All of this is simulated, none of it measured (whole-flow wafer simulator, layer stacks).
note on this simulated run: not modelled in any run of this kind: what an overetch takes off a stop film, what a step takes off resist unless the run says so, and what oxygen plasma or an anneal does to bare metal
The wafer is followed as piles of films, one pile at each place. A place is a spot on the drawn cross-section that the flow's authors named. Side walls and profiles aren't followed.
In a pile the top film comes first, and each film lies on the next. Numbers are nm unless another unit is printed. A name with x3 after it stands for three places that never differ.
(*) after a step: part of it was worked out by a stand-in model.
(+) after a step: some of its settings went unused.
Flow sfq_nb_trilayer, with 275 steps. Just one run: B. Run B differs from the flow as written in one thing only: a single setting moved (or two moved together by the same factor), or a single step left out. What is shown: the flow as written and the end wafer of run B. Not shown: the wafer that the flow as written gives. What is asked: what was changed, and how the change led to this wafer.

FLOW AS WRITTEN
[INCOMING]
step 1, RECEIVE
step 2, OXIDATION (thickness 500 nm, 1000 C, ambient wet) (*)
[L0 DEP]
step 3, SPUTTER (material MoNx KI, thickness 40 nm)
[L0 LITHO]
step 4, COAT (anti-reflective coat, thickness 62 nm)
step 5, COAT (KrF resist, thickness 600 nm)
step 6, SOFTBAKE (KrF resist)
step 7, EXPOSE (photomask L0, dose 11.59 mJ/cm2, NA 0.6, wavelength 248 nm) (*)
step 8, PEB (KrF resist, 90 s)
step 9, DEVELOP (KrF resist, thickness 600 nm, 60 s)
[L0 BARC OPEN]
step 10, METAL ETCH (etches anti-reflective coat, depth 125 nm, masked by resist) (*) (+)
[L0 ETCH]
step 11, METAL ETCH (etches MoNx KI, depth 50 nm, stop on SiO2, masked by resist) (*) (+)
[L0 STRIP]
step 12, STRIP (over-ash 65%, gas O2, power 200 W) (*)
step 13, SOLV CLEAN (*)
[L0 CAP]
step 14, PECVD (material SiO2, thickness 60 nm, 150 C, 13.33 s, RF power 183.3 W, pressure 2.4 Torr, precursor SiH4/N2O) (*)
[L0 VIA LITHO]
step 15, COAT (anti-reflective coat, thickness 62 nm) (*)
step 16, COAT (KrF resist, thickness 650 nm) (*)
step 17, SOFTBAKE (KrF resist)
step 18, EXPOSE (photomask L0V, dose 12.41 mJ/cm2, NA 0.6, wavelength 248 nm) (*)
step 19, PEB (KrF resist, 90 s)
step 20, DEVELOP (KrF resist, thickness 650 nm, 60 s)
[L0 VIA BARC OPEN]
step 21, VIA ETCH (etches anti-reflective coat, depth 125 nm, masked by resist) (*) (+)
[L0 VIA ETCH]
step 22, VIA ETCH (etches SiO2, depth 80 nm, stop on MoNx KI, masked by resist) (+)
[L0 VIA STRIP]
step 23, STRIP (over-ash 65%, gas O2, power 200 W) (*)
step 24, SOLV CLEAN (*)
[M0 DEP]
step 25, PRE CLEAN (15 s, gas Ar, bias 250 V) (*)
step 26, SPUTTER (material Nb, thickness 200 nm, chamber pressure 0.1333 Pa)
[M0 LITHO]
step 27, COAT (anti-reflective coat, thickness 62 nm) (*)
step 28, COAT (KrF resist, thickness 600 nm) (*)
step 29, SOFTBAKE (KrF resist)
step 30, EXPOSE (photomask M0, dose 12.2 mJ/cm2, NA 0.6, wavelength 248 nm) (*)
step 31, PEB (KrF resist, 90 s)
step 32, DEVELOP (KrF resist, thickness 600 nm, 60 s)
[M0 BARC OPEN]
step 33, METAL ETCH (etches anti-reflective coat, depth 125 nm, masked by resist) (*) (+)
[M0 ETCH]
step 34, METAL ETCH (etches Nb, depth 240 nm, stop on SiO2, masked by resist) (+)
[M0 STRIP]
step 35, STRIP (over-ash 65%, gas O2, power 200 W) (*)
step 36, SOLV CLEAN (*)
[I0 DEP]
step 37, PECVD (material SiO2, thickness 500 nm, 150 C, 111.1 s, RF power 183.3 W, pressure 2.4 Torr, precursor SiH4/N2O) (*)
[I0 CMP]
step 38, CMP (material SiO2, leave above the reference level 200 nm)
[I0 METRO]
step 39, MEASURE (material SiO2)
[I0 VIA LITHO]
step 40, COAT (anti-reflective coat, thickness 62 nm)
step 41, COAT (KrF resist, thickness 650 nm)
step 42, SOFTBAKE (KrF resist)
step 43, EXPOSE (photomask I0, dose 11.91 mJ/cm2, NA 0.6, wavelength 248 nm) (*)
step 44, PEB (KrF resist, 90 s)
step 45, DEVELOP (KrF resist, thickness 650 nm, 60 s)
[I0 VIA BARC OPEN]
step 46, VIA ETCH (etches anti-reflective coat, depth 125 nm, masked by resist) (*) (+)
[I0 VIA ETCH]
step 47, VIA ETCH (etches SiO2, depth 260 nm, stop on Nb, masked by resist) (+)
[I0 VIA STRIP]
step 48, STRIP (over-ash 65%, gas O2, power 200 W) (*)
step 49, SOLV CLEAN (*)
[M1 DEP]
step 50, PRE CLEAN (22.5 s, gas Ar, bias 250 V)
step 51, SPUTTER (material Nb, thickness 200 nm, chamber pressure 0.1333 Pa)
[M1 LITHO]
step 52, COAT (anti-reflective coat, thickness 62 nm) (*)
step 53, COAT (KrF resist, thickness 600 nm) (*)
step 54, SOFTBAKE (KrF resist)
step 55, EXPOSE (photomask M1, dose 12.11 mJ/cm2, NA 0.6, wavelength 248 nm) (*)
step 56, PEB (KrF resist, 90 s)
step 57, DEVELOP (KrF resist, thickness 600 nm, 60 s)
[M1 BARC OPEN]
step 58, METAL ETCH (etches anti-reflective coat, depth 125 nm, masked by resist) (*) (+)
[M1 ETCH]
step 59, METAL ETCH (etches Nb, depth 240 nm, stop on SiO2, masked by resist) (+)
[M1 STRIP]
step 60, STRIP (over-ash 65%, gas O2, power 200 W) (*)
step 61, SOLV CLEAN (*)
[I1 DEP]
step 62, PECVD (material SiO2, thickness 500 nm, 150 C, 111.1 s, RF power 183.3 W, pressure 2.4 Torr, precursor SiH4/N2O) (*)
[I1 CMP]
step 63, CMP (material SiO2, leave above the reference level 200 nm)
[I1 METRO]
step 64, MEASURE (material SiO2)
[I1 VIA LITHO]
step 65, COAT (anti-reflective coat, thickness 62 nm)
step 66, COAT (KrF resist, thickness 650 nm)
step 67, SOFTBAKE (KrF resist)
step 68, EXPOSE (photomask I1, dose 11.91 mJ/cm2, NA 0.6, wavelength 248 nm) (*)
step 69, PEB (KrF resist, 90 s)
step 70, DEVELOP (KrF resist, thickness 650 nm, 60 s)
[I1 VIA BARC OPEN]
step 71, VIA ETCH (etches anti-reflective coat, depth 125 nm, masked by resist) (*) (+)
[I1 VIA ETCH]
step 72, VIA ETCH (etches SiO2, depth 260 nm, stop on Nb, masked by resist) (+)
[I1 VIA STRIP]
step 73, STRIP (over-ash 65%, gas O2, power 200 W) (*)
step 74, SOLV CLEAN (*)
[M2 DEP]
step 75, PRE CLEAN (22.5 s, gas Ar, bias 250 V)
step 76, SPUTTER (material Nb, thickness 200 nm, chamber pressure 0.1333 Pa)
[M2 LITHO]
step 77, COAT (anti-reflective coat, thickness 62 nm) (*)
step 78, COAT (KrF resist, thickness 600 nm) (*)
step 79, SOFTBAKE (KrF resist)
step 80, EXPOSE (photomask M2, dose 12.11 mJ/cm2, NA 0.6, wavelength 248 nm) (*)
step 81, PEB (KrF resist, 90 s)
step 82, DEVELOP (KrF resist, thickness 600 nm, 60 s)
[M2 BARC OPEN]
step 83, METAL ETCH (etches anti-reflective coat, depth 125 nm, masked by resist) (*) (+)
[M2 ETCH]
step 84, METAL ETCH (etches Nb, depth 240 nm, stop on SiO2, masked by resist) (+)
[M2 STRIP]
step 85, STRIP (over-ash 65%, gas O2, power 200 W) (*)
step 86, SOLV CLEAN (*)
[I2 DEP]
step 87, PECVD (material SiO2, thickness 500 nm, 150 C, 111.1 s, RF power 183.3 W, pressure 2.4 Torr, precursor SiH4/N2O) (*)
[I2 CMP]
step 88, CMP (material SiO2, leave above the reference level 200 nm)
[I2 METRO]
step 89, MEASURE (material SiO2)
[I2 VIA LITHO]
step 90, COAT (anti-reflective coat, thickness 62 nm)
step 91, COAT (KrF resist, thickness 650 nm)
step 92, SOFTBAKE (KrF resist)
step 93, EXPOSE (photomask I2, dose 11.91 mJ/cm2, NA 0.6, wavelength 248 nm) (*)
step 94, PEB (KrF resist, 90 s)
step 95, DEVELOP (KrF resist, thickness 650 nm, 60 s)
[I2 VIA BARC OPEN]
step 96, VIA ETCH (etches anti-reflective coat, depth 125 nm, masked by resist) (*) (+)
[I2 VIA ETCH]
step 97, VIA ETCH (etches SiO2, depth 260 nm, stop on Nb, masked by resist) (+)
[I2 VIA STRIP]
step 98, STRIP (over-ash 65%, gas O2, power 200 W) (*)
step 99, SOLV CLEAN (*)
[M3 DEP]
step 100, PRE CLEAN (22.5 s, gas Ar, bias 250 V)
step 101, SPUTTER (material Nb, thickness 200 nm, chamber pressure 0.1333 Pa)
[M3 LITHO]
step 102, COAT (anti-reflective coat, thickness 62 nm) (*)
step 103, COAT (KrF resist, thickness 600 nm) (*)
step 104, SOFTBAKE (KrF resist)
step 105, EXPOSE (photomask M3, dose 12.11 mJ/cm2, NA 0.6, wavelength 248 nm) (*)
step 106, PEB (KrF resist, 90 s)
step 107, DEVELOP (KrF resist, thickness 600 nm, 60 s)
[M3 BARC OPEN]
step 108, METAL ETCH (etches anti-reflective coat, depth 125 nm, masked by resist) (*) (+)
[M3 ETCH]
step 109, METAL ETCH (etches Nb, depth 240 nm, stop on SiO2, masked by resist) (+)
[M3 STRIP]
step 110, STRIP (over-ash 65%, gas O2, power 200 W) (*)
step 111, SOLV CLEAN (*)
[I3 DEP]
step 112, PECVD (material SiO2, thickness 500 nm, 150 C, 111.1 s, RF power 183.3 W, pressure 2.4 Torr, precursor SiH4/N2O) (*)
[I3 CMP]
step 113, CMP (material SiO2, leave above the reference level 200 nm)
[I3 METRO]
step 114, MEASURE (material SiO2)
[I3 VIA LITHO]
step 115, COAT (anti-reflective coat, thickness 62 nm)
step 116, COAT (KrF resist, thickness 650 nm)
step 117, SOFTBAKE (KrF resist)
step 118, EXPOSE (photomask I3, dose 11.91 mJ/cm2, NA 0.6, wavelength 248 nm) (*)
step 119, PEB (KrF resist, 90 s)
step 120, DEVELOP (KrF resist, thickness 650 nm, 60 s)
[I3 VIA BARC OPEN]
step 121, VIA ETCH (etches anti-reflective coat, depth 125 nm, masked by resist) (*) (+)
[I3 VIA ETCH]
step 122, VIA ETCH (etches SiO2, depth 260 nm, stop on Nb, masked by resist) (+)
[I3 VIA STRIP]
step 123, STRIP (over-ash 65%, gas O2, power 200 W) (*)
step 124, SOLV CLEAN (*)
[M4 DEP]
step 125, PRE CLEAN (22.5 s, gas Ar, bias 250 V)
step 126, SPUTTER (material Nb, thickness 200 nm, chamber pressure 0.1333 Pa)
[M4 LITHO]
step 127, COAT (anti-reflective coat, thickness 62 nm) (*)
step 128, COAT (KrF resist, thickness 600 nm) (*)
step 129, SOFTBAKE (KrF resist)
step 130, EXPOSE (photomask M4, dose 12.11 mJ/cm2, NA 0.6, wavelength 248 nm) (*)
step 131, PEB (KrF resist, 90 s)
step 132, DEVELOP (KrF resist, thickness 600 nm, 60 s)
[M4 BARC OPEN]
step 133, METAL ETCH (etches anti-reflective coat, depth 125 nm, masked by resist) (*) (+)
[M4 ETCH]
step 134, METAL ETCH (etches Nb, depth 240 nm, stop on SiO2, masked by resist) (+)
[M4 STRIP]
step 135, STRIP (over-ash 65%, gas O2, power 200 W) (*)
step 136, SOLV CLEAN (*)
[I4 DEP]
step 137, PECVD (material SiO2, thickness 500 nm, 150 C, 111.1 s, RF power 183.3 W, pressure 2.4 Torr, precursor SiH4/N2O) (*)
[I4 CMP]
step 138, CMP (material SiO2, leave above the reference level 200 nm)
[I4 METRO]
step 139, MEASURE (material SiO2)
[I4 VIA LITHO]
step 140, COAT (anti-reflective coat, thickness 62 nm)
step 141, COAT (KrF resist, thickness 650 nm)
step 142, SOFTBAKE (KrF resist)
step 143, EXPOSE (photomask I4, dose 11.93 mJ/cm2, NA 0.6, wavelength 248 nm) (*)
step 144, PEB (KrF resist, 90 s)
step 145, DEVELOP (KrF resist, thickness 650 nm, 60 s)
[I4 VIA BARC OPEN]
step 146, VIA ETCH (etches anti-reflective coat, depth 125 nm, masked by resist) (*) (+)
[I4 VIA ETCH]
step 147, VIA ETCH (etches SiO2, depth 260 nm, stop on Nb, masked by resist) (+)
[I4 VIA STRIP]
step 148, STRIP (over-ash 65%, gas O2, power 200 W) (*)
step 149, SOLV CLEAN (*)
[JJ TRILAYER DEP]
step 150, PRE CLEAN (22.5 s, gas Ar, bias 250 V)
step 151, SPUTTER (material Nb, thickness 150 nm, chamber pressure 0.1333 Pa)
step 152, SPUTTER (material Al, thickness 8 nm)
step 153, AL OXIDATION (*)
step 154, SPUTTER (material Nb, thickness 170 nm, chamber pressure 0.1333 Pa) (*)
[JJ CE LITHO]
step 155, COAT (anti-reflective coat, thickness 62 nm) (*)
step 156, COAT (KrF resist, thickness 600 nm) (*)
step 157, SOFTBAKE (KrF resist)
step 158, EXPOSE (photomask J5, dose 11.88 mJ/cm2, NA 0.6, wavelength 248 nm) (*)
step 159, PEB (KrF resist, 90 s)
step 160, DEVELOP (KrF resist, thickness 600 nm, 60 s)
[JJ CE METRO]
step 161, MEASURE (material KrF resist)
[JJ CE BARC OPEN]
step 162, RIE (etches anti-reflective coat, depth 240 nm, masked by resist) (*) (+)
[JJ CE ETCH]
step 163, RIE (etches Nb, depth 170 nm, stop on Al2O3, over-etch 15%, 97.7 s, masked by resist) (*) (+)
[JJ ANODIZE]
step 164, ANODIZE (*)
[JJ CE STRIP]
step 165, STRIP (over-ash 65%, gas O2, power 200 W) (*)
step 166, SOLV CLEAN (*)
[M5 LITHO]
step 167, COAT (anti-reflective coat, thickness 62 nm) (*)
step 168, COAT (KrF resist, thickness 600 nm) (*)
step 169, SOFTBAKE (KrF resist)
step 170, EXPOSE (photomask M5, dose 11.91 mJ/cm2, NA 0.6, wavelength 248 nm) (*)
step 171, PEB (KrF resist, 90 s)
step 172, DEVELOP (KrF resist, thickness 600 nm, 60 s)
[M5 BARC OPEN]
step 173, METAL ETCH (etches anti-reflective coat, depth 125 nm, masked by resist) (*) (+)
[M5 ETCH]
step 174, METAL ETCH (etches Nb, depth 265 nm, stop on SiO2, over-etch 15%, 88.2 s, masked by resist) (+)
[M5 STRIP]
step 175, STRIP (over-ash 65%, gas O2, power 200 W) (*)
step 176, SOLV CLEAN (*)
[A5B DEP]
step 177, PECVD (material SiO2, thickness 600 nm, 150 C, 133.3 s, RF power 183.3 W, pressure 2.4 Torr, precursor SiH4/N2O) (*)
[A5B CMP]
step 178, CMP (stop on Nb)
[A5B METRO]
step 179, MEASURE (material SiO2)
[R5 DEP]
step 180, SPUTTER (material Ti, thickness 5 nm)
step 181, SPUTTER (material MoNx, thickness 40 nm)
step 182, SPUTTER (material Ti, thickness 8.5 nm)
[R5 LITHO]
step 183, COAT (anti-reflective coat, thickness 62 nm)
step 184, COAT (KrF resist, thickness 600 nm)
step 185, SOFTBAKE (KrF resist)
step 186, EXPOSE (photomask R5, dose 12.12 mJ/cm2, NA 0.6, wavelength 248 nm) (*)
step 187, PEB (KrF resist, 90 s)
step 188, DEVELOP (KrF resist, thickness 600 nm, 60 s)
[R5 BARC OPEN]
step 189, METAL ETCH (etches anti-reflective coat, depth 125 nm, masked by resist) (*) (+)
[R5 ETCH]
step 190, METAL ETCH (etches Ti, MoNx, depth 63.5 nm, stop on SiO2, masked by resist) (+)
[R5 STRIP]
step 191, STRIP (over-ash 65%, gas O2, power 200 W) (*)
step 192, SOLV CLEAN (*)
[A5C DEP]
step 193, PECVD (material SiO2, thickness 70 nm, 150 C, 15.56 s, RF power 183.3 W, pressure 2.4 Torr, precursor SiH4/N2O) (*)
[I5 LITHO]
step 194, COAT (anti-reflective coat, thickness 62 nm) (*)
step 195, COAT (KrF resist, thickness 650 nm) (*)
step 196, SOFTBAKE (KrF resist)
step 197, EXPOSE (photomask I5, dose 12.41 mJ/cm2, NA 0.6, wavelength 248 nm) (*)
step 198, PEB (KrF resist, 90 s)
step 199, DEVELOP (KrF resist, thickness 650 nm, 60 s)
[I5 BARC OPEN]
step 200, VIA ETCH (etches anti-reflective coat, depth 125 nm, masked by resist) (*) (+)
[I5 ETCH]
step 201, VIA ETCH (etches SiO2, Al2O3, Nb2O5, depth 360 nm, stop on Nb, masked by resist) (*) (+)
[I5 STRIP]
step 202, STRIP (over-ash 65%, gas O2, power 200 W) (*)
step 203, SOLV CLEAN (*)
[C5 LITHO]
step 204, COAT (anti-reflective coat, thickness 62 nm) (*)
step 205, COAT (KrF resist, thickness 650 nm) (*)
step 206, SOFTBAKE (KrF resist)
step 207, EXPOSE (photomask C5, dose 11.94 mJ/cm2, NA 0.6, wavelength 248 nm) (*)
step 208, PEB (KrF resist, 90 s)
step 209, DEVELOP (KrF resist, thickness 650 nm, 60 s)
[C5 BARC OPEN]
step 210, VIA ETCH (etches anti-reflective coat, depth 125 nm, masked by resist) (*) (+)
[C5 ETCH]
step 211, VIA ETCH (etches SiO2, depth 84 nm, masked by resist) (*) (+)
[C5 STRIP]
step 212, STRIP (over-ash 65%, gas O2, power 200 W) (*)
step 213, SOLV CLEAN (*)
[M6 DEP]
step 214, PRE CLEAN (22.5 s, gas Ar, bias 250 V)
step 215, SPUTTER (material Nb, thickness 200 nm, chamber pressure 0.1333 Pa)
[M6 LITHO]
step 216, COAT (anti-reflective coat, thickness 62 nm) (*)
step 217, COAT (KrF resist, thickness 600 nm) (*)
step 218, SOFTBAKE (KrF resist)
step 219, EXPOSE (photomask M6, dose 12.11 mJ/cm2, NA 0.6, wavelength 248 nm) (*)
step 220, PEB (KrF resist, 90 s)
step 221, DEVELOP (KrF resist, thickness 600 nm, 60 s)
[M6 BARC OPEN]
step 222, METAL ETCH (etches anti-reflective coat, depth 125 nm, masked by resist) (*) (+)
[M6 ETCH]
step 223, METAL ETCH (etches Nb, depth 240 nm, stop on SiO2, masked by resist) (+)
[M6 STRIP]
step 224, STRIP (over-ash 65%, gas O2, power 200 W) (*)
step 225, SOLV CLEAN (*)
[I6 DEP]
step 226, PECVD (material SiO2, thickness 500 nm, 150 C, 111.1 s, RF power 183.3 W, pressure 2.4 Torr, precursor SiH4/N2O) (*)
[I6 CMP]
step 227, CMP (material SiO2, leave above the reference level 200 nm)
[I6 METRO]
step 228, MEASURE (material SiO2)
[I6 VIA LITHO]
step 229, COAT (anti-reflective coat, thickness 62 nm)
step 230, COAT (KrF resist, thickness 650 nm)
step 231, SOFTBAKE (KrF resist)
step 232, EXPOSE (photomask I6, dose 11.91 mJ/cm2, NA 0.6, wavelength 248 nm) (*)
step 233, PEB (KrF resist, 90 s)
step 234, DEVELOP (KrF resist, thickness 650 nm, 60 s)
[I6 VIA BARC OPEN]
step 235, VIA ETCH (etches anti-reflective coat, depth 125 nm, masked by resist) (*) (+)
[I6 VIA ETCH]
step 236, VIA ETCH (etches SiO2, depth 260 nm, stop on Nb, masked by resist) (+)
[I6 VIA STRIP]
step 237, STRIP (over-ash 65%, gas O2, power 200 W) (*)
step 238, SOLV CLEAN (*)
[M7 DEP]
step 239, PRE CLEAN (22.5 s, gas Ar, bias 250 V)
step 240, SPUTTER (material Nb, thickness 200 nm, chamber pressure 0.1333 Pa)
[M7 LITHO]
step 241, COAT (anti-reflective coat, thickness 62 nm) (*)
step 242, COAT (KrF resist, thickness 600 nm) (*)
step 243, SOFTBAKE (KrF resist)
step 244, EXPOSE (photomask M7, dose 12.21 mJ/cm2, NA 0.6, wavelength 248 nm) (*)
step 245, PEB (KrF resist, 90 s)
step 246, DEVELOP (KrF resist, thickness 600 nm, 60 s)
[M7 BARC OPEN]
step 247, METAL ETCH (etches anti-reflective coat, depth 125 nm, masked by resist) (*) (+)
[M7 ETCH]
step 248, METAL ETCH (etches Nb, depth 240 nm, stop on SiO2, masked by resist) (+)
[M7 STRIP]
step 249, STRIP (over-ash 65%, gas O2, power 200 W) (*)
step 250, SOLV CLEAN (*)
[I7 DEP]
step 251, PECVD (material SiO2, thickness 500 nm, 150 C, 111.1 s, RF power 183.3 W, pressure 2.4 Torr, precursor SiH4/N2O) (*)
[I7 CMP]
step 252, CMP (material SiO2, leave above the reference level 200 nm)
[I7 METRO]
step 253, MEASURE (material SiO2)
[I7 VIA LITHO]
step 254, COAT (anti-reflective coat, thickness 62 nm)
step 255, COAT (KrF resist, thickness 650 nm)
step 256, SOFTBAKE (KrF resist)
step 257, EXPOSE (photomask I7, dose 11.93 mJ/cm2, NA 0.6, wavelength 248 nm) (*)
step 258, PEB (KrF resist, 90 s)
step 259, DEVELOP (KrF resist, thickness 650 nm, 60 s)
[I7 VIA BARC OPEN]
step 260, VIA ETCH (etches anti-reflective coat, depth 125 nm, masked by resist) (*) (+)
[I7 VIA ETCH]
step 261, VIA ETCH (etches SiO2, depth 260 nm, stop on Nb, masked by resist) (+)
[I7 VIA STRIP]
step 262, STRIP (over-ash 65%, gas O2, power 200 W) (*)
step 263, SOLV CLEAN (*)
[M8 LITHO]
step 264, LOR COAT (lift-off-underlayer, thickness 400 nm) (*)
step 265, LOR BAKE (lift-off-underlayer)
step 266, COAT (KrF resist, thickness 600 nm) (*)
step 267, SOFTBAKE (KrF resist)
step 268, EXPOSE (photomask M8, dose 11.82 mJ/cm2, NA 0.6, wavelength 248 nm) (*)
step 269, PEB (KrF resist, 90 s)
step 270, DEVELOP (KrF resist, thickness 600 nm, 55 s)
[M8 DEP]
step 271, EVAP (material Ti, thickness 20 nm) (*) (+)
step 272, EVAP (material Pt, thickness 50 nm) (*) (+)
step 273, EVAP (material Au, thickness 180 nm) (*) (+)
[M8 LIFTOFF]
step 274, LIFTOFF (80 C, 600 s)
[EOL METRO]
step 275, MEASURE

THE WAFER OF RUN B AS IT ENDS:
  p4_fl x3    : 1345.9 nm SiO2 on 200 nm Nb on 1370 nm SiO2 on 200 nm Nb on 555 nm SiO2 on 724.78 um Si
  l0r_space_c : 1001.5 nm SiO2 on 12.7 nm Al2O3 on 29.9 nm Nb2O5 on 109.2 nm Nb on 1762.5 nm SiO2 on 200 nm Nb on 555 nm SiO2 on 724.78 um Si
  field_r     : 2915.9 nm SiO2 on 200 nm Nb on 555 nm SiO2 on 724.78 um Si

The reason: step 151, SPUTTER: thickness 120 nm was run, while the flow as written has thickness 150 nm.

The path from the change to this, step by step:
  step 151, SPUTTER (material Nb, thickness 150 nm, chamber pressure 0.1333 Pa)
      field_l, v_sur, via_sp and 100 more: +120 Nb (new film) (it would be, as written: +150 Nb (new film))
      via_wl, via_w, via_wr: +104.1 Nb (it would be, as written: +130.4 Nb)
  step 155, COAT (anti-reflective coat, thickness 62 nm) (*)
      via_wl, via_wr: +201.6 anti-reflective coat (new film) (it would be, as written: +209.4 anti-reflective coat (new film))
      via_w: +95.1 anti-reflective coat (new film) (it would be, as written: +97.4 anti-reflective coat (new film))
  step 162, RIE (etches anti-reflective coat, depth 240 nm, masked by resist) (*) (+)
      ce_l, c5j, ce_r, wl_jj: -201.6 KrF resist (it would be, as written: -209.4 KrF resist)
      via_wl, via_wr: -201.6 anti-reflective coat (all of it) (it would be, as written: -209.4 anti-reflective coat (all of it))
      (as well as at 1 more place)
  step 165, STRIP (over-ash 65%, gas O2, power 200 W) (*)
      c5j, ce_r: -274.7 KrF resist (all of it), -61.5 anti-reflective coat (all of it) (it would be, as written: -266.9 KrF resist (all of it), -61.5 anti-reflective coat (all of it))
      ce_l: -274.6 KrF resist (all of it), -61.4 anti-reflective coat (all of it) (it would be, as written: -266.8 KrF resist (all of it), -61.4 anti-reflective coat (all of it))
      (as well as at 1 more place)
  step 167, COAT (anti-reflective coat, thickness 62 nm) (*)
      via_wl: +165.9 anti-reflective coat (new film) (it would be, as written: +170.5 anti-reflective coat (new film))
      via_wr: +166 anti-reflective coat (new film) (it would be, as written: +170.6 anti-reflective coat (new film))
      (as well as at 1 more place)
  step 174, METAL ETCH (etches Nb, depth 265 nm, stop on SiO2, over-etch 15%, 88.2 s, masked by resist) (+)
      field_l, r_sur, res and 50 more: -12.6 Al2O3 (all of it), -29.9 Nb2O5 (all of it), -109.2 Nb (all of it), -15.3 SiO2 (it would be, as written: -12.6 Al2O3 (all of it), -29.9 Nb2O5 (all of it), -139.2 Nb (all of it), -12.3 SiO2)
  step 175, STRIP (over-ash 65%, gas O2, power 200 W) (*)
      via_wl: -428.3 KrF resist (all of it), -165.9 anti-reflective coat (all of it) (it would be, as written: -427 KrF resist (all of it), -170.5 anti-reflective coat (all of it))
      via_wr: -429 KrF resist (all of it), -166 anti-reflective coat (all of it) (it would be, as written: -427.6 KrF resist (all of it), -170.6 anti-reflective coat (all of it))
      (as well as at 1 more place)
  step 178, CMP (stop on Nb)
      field_l, p4_fl x3, p4_w1 x9 and 29 more: -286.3 SiO2 (it would be, as written: -259.3 SiO2)
      r_sur, res, r_end, moat, field_r, lsp_l: -280.3 SiO2 (it would be, as written: -252.3 SiO2)
      (as well as at 5 more places)
